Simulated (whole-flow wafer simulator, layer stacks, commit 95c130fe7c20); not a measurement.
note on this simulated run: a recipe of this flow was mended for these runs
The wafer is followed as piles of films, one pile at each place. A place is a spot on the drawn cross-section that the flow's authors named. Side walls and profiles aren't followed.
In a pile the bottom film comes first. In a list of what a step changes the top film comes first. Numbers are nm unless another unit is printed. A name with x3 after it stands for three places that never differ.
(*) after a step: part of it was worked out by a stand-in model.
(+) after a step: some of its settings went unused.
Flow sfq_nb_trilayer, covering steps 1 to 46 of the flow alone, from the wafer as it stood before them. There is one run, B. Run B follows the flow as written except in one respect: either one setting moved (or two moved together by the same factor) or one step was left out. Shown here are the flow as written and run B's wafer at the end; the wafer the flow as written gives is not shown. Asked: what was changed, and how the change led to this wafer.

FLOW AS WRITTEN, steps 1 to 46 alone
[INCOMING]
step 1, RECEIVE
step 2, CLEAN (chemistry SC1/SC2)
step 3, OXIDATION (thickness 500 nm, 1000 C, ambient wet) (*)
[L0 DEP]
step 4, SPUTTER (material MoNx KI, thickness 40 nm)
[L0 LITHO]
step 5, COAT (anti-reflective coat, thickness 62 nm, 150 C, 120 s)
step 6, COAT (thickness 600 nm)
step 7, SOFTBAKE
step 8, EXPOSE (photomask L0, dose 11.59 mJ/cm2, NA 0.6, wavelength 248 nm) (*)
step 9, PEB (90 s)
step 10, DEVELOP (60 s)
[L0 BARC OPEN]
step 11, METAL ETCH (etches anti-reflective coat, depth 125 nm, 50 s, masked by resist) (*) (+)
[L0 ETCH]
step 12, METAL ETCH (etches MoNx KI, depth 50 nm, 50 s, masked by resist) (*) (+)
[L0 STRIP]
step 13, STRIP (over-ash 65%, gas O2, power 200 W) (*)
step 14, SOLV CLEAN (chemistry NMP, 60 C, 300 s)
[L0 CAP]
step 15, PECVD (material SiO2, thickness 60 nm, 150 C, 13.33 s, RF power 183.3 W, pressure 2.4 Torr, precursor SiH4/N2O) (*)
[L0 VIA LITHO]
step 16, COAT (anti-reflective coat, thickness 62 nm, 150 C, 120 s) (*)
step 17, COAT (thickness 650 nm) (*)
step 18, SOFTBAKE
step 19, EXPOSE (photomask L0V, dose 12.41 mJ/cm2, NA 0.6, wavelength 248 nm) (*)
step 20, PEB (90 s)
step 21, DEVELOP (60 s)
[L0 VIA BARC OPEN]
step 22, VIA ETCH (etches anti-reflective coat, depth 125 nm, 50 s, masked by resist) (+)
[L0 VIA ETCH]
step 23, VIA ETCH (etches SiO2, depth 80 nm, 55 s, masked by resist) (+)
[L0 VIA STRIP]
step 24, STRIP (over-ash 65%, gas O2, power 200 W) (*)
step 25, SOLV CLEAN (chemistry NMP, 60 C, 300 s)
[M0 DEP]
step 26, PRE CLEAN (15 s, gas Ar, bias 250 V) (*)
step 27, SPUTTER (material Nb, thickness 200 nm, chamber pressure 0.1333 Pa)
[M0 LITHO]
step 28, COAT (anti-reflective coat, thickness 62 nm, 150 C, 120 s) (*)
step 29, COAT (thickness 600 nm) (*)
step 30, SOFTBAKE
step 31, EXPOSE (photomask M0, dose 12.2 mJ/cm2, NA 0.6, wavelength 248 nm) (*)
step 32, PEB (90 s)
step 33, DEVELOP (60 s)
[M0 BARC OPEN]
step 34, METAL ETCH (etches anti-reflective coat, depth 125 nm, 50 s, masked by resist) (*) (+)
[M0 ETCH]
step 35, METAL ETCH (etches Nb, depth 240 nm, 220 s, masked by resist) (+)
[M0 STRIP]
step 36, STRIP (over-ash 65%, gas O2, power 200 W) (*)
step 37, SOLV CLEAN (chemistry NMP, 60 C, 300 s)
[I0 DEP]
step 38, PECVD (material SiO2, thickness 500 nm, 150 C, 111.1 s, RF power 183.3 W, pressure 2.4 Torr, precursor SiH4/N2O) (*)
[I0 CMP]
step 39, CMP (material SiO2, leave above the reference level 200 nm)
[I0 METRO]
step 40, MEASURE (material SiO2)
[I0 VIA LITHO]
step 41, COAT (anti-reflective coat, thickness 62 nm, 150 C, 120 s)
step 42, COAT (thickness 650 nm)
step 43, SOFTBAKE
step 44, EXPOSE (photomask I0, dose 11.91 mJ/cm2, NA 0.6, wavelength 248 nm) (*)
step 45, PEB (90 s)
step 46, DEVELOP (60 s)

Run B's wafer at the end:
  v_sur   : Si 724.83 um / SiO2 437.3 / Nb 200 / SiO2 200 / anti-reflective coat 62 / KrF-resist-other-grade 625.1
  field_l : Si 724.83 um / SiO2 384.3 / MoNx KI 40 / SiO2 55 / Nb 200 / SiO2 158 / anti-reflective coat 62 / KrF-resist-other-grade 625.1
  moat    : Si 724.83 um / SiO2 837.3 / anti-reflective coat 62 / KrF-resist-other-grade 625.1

Cause: step 3, OXIDATION: 965 C was run, while the flow as written has 1000 C.

How this came from the change, step by step:
  step 3, OXIDATION (thickness 500 nm, 1000 C, ambient wet) (*)
      field_l, v_sur, via_wl and 103 more: SiO2 gains 384.3 (new film), chemical SiO2 loses 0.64 (all of it), Si loses 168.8 (as written it would have been: SiO2 gains 500 (new film), chemical SiO2 loses 0.64 (all of it), Si loses 219.7)
